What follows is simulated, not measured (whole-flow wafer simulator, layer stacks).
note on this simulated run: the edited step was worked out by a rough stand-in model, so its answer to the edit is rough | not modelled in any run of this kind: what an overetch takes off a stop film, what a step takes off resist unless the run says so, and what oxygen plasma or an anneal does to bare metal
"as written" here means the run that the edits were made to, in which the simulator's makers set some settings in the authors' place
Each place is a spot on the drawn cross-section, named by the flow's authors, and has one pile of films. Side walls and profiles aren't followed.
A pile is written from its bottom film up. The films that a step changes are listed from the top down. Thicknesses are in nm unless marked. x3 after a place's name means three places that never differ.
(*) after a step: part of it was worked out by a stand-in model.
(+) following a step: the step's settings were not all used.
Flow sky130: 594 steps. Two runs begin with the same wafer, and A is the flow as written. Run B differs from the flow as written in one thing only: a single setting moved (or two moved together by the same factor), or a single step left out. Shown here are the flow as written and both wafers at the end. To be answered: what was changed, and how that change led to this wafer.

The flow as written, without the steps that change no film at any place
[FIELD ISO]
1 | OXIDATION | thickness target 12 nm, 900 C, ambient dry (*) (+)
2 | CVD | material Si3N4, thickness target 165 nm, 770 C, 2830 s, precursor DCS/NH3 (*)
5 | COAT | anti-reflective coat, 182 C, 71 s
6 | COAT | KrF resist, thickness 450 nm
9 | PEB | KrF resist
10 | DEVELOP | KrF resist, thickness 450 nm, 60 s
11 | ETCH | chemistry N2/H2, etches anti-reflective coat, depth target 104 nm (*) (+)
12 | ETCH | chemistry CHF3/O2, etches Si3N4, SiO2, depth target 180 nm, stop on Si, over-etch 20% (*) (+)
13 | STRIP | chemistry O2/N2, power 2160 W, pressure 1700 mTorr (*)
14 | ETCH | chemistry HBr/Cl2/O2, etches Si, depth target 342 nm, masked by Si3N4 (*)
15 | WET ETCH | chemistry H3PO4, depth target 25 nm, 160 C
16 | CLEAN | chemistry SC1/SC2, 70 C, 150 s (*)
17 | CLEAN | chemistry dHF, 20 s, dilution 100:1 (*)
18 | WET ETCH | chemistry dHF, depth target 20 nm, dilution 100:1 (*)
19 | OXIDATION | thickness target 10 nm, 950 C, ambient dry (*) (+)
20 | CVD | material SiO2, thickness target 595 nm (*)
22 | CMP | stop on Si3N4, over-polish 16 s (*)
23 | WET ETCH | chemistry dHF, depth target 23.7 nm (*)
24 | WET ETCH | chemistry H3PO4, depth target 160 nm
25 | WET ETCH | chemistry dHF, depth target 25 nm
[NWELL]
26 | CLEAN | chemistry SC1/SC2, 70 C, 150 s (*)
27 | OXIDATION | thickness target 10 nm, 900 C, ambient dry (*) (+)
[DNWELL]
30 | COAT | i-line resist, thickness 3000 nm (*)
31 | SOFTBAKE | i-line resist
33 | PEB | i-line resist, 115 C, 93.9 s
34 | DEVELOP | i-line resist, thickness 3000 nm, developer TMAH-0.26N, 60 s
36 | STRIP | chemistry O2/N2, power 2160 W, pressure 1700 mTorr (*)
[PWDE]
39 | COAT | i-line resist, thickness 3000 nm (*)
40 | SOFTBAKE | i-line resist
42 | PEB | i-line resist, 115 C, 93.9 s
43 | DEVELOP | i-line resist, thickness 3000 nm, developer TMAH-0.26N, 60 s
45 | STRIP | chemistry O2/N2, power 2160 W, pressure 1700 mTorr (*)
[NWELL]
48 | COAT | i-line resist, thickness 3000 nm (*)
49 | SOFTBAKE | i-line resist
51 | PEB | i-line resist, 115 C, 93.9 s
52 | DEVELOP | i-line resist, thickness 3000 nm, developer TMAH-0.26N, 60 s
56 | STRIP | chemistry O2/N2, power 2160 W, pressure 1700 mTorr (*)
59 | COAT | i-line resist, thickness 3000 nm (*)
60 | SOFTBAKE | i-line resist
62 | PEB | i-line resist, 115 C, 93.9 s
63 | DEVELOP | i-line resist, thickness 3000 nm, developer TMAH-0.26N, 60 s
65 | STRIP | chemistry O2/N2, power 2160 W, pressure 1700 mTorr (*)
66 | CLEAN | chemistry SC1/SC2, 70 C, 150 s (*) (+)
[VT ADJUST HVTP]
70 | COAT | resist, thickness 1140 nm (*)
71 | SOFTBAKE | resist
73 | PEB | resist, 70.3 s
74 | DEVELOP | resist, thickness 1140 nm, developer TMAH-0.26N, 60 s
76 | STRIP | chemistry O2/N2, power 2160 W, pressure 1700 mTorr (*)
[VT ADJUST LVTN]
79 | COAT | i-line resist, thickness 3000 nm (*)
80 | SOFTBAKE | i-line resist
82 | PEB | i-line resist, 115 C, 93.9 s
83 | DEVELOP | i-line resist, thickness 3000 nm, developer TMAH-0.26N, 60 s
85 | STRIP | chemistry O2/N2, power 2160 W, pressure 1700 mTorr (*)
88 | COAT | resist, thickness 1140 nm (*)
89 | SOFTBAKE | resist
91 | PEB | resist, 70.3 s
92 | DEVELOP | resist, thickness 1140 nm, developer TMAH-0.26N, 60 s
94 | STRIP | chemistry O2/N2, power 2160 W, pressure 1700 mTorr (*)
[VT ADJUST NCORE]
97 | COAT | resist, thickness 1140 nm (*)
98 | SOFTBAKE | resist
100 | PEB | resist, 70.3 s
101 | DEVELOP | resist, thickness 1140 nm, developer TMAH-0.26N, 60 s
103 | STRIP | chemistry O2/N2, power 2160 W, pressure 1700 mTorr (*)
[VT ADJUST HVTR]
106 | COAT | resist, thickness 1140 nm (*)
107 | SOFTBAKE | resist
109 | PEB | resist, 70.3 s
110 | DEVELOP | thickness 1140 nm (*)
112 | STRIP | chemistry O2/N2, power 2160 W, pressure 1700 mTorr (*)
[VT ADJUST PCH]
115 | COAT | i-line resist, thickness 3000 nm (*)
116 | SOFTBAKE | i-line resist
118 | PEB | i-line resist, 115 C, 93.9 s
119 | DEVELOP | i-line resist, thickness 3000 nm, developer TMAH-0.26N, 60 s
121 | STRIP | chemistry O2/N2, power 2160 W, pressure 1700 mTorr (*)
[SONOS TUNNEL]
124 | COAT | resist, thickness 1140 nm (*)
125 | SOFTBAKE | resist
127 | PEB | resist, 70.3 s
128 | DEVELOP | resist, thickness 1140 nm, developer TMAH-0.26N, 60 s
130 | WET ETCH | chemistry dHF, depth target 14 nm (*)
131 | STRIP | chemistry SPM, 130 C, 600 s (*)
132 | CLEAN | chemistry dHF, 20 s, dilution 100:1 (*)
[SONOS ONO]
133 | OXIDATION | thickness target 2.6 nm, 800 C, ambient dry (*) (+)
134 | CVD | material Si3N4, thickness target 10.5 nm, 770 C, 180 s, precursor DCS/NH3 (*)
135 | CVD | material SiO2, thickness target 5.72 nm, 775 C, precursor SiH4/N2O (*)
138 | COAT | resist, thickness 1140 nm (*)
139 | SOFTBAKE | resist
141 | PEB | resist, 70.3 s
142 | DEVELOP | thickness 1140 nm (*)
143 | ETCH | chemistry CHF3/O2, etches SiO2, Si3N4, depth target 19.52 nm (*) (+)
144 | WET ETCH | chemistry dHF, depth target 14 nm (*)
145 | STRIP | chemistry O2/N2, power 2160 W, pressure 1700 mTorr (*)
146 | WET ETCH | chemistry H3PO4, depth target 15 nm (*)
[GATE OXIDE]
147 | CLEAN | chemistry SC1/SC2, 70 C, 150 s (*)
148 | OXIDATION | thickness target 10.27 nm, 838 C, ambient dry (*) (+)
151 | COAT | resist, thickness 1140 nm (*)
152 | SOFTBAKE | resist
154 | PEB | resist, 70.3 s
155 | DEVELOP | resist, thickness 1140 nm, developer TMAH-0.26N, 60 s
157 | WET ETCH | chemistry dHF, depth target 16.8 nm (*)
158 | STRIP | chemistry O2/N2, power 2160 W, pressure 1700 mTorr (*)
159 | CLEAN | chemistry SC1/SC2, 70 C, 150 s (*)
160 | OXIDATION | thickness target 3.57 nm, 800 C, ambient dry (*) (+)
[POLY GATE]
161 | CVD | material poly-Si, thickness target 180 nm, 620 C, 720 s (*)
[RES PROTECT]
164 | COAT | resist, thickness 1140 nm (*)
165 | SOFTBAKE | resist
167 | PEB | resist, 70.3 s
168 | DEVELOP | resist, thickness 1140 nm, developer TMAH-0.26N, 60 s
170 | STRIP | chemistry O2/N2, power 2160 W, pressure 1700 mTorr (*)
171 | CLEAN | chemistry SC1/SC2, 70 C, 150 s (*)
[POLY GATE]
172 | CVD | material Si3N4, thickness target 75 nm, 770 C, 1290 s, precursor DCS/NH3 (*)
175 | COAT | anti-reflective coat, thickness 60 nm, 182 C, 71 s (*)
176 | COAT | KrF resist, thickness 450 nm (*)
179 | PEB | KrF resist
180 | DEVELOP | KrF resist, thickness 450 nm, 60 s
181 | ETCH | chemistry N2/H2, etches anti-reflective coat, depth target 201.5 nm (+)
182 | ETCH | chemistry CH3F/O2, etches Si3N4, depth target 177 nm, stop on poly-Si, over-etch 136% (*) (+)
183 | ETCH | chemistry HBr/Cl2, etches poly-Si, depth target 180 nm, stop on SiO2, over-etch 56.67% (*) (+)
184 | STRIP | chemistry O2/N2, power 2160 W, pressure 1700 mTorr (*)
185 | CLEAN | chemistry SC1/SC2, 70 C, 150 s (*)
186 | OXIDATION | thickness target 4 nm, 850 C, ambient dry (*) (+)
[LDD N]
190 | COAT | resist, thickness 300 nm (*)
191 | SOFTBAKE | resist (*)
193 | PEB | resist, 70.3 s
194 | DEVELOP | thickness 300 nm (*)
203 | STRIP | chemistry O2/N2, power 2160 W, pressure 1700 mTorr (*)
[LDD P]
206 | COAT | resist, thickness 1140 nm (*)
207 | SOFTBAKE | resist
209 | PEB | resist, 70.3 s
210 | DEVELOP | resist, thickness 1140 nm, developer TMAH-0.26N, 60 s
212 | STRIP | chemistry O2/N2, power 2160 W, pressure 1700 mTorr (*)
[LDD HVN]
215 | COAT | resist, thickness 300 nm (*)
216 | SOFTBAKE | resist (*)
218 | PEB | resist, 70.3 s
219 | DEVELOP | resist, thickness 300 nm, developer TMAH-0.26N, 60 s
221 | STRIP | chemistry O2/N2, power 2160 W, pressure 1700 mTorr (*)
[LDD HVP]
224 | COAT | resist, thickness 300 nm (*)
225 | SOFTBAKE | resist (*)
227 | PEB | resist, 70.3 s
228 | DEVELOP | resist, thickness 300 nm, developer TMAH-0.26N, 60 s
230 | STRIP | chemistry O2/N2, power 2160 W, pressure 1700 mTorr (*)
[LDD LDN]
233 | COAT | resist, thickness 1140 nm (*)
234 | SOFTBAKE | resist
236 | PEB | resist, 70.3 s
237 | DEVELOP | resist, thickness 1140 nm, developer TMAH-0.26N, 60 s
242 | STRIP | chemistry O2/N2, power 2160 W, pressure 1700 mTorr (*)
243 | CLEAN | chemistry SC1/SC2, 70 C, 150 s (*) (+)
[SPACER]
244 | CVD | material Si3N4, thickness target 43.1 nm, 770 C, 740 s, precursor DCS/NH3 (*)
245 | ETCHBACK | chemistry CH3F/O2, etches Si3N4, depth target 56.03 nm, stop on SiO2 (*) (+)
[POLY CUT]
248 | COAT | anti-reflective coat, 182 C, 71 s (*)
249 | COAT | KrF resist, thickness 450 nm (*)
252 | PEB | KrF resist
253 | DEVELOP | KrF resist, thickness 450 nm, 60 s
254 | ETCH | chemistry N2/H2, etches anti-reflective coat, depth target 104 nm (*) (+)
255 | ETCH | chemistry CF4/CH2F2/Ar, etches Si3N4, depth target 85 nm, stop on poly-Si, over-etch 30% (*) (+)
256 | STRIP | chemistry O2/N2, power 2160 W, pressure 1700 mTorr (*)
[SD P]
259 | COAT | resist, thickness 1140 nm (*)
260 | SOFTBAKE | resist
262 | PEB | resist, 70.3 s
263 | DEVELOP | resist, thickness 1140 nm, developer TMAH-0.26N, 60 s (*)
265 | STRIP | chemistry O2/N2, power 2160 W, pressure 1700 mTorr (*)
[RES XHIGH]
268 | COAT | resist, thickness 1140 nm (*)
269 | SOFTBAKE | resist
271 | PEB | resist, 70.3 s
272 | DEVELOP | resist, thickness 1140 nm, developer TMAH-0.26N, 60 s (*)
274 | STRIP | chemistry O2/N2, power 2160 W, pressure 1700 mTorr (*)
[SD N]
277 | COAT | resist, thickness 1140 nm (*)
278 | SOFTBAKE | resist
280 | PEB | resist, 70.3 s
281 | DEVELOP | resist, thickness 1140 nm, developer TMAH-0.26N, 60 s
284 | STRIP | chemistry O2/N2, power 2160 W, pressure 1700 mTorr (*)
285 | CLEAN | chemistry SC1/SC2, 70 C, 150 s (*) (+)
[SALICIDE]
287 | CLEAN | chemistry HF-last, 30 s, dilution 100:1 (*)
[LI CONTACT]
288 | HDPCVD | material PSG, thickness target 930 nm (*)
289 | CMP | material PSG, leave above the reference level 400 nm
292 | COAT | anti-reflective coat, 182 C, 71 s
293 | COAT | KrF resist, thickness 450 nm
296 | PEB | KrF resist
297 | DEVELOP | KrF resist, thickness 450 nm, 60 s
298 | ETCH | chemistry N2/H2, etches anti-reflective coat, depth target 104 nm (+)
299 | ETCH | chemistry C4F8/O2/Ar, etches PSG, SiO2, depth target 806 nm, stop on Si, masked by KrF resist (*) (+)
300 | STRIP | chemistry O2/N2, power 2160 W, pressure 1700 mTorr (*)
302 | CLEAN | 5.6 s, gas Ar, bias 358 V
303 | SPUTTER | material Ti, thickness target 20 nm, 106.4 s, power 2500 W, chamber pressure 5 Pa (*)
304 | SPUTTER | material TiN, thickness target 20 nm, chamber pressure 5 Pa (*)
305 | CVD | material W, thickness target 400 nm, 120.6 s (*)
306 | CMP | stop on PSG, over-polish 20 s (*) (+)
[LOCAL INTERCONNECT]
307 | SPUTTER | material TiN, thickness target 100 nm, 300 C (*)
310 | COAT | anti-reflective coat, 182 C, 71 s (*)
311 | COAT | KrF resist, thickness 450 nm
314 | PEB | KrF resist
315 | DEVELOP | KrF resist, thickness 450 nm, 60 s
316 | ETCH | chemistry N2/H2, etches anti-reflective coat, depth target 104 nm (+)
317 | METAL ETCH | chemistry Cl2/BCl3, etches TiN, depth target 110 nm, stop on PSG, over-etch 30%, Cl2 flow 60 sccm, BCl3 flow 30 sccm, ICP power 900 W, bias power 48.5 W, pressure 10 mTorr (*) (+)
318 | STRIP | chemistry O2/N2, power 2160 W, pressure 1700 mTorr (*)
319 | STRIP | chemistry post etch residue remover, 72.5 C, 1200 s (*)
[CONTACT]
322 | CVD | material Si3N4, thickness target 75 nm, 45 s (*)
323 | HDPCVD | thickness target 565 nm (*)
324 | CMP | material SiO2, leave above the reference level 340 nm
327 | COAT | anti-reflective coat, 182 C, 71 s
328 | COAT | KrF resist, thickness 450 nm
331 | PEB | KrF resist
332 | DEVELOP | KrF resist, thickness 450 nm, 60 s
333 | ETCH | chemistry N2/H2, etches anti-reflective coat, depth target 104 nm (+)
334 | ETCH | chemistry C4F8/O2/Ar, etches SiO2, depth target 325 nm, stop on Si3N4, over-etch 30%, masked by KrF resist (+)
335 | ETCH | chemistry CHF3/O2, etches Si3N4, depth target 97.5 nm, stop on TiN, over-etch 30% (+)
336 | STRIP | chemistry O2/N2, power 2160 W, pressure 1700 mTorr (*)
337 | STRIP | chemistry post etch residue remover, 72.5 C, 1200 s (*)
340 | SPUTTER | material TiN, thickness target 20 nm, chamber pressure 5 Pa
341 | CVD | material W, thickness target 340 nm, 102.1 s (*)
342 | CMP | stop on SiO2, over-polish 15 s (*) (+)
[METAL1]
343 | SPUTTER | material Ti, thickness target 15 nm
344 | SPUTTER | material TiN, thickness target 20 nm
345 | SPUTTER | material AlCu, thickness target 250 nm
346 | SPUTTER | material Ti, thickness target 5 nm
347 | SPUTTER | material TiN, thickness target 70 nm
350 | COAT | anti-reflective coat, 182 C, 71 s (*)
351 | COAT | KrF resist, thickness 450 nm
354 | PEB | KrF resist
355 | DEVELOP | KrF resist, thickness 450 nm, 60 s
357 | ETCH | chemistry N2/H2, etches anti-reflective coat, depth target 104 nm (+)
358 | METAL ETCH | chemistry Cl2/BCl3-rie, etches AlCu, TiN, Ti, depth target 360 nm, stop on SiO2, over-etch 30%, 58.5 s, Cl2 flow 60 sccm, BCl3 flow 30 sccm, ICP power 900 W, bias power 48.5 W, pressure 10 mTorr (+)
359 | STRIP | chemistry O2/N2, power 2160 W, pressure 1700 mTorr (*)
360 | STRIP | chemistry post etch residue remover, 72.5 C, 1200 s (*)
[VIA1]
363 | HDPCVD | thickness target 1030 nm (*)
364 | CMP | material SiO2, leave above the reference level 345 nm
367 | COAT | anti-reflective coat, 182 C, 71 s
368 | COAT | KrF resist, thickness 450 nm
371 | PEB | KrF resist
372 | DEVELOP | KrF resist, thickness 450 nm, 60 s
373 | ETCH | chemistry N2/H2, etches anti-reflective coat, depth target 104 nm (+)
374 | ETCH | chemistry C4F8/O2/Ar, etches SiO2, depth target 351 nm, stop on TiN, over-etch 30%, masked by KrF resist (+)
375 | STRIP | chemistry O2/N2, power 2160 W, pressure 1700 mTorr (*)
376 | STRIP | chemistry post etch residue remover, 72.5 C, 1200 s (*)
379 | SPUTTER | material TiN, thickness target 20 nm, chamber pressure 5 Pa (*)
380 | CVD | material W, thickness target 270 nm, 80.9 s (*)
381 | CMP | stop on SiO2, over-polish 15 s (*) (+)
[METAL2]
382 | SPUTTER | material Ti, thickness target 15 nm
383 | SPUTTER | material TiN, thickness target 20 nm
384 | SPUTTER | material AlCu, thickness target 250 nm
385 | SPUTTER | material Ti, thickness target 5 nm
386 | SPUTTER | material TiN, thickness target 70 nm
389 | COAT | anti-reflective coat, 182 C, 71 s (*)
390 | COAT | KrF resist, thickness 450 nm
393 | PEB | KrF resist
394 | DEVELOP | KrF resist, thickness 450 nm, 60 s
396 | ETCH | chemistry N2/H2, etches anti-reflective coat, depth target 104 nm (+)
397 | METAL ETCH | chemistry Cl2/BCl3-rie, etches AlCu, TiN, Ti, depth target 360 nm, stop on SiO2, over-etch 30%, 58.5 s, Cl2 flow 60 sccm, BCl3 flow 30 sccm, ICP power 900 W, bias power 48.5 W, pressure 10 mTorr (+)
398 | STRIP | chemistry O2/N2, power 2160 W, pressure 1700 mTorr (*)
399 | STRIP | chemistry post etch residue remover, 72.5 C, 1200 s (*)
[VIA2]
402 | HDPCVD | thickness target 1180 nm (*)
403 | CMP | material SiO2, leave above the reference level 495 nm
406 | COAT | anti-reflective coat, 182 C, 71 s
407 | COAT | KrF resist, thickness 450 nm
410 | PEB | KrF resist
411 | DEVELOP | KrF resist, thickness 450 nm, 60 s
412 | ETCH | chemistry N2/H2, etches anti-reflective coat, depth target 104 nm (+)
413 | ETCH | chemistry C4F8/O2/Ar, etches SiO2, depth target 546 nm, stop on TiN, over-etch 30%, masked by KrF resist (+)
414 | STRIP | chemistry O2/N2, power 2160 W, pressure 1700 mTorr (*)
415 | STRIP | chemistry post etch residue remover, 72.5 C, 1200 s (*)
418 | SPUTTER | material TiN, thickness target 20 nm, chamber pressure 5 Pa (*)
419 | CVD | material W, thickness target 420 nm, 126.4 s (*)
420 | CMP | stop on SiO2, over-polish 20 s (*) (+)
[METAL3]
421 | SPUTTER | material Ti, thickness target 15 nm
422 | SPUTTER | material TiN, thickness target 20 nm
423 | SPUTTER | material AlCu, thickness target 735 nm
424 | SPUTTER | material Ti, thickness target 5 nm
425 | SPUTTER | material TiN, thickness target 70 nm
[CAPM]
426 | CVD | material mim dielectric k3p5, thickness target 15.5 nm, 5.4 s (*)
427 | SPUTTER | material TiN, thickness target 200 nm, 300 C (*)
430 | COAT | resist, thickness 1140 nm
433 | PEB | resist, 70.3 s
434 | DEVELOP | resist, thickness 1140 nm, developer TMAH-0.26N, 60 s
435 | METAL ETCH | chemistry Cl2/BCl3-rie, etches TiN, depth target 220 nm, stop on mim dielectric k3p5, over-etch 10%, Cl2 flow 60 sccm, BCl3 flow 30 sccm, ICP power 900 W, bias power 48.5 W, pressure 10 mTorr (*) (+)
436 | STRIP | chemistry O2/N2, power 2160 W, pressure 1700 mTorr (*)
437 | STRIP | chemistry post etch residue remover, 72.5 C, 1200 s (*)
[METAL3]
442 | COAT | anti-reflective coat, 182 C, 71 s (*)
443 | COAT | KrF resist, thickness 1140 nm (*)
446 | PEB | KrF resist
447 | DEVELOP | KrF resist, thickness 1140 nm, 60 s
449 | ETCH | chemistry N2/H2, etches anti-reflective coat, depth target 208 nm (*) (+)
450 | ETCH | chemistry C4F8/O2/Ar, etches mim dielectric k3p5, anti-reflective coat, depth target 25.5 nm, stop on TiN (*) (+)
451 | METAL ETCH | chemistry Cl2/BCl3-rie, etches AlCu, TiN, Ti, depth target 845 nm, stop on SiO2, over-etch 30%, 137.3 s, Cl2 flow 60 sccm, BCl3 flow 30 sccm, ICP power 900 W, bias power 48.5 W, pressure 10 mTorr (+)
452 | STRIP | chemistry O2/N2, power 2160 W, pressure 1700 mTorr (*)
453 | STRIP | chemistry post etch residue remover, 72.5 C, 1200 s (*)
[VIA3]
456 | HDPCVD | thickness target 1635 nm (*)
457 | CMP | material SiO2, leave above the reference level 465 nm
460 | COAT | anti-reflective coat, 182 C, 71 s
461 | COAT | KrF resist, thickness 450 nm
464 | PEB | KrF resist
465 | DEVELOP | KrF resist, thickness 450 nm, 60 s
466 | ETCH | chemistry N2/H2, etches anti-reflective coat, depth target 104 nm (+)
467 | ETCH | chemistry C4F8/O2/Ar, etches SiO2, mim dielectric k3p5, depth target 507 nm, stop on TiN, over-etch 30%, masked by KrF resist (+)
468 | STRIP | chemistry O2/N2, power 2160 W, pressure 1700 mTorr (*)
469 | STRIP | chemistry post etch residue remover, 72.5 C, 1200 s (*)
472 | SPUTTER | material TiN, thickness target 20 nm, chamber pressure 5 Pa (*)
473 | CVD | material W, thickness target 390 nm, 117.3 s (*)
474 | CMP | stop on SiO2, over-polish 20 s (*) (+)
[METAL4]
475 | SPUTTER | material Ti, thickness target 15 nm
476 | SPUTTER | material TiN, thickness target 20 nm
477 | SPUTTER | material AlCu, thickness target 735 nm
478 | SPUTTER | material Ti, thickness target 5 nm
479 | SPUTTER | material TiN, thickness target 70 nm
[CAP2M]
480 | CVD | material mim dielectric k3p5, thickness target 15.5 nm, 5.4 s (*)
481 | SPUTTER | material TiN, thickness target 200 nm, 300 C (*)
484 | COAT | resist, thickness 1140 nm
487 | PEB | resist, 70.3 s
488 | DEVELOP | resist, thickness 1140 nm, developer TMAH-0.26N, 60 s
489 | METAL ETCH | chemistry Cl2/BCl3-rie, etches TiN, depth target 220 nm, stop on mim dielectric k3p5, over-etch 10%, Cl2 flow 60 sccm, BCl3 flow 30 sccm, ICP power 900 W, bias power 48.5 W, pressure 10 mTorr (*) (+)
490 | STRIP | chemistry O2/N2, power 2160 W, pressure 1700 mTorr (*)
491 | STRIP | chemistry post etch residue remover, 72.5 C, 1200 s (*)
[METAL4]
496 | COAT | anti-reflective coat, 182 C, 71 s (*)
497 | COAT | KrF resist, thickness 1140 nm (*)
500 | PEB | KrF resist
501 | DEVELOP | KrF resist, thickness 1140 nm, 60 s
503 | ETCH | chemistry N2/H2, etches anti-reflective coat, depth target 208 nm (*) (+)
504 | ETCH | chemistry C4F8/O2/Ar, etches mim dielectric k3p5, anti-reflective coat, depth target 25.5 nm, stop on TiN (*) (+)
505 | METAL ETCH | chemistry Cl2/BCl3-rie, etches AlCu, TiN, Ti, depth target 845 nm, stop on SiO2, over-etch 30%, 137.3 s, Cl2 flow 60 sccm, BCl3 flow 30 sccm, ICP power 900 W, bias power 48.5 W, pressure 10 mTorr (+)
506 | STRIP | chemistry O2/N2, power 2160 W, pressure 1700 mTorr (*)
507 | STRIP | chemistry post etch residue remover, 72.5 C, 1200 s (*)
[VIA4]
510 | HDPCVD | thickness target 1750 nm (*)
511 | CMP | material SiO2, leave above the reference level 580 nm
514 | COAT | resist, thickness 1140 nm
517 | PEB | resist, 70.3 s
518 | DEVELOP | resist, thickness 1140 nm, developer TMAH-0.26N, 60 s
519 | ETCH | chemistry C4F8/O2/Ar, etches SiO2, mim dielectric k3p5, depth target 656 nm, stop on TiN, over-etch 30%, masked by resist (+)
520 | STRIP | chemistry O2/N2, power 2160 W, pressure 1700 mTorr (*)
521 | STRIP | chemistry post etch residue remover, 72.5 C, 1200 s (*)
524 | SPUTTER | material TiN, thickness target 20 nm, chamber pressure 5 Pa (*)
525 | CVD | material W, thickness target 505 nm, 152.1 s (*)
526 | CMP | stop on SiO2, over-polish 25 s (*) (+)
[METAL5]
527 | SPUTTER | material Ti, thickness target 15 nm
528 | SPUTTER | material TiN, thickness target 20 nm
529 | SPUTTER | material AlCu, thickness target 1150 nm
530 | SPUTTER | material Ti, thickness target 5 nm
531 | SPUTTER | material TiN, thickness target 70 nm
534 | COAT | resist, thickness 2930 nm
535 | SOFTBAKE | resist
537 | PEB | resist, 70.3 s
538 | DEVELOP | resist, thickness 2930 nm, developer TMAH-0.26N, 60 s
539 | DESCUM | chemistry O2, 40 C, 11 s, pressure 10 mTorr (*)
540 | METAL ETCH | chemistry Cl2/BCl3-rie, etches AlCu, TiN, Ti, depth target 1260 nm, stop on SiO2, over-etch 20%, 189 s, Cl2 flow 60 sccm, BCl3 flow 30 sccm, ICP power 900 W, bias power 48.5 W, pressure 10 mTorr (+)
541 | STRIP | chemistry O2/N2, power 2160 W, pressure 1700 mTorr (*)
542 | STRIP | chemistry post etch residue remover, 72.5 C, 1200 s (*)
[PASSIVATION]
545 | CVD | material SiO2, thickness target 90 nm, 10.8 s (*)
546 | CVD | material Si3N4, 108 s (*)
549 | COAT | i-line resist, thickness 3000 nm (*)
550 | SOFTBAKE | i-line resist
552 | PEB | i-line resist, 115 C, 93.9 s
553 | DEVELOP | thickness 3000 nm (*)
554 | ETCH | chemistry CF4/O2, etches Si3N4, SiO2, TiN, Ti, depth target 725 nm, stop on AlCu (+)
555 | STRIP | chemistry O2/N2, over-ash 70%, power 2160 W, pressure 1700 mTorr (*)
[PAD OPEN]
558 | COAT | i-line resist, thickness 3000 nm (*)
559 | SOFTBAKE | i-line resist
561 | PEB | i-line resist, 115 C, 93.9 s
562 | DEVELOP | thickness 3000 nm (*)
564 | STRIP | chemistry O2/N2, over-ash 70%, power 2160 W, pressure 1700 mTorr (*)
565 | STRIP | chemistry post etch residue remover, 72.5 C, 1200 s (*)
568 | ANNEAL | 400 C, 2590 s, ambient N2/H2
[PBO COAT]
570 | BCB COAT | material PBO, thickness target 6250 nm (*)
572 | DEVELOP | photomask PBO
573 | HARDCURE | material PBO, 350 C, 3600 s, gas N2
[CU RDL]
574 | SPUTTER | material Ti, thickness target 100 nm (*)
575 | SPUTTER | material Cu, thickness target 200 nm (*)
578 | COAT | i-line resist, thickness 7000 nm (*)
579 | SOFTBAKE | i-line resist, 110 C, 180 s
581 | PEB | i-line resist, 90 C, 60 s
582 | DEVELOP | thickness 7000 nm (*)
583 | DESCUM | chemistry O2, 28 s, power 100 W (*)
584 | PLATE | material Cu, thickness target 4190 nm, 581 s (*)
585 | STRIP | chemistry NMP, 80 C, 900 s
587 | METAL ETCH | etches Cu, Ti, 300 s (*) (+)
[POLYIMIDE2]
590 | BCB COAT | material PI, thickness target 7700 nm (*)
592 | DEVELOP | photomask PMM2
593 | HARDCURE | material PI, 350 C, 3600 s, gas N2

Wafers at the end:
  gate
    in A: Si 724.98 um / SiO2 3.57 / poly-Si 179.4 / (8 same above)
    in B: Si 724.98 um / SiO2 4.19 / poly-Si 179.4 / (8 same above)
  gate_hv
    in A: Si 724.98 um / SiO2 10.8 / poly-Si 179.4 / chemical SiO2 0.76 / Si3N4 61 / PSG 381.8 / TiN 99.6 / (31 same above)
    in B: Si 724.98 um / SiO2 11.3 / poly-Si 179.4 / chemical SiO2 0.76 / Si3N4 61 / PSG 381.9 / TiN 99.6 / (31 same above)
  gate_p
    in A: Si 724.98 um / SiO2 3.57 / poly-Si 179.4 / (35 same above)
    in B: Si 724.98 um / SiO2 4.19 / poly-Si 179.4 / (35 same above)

The reason: step 160, OXIDATION: thickness target 4.19 nm was run, though the flow has thickness target 3.57 nm.
One can read it off the wafer: gate has SiO2 4.19, and step 160 as written asks for 3.57 nm.

The path from the change to this, step by step:
  160 | OXIDATION | thickness target 3.57 nm, 800 C, ambient dry (*) (+)
      active, n_well, p_well and 58 more: A SiO2 gains 3.57 (new film), chemical SiO2 loses 0.76 (all of it), Si loses 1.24 | B SiO2 gains 4.19 (new film), chemical SiO2 loses 0.76 (all of it), Si loses 1.51
  248 | COAT | anti-reflective coat, 182 C, 71 s (*)
      m1: A anti-reflective coat gains 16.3 (new film) | B anti-reflective coat gains 15.7 (new film)
  256 | STRIP | chemistry O2/N2, power 2160 W, pressure 1700 mTorr (*)
      m1: A KrF resist loses 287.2 (all of it), anti-reflective coat loses 16.3 (all of it) | B KrF resist loses 287.6 (all of it), anti-reflective coat loses 15.7 (all of it)
  299 | ETCH | chemistry C4F8/O2/Ar, etches PSG, SiO2, depth target 806 nm, stop on Si, masked by KrF resist (*) (+)
      contact, ndiff_licon, ndiff_licon_cpp: A PSG loses 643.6 (all of it), SiO2 loses 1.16 (all of it) | B PSG loses 643.6 (all of it), SiO2 loses 1.67 (all of it)
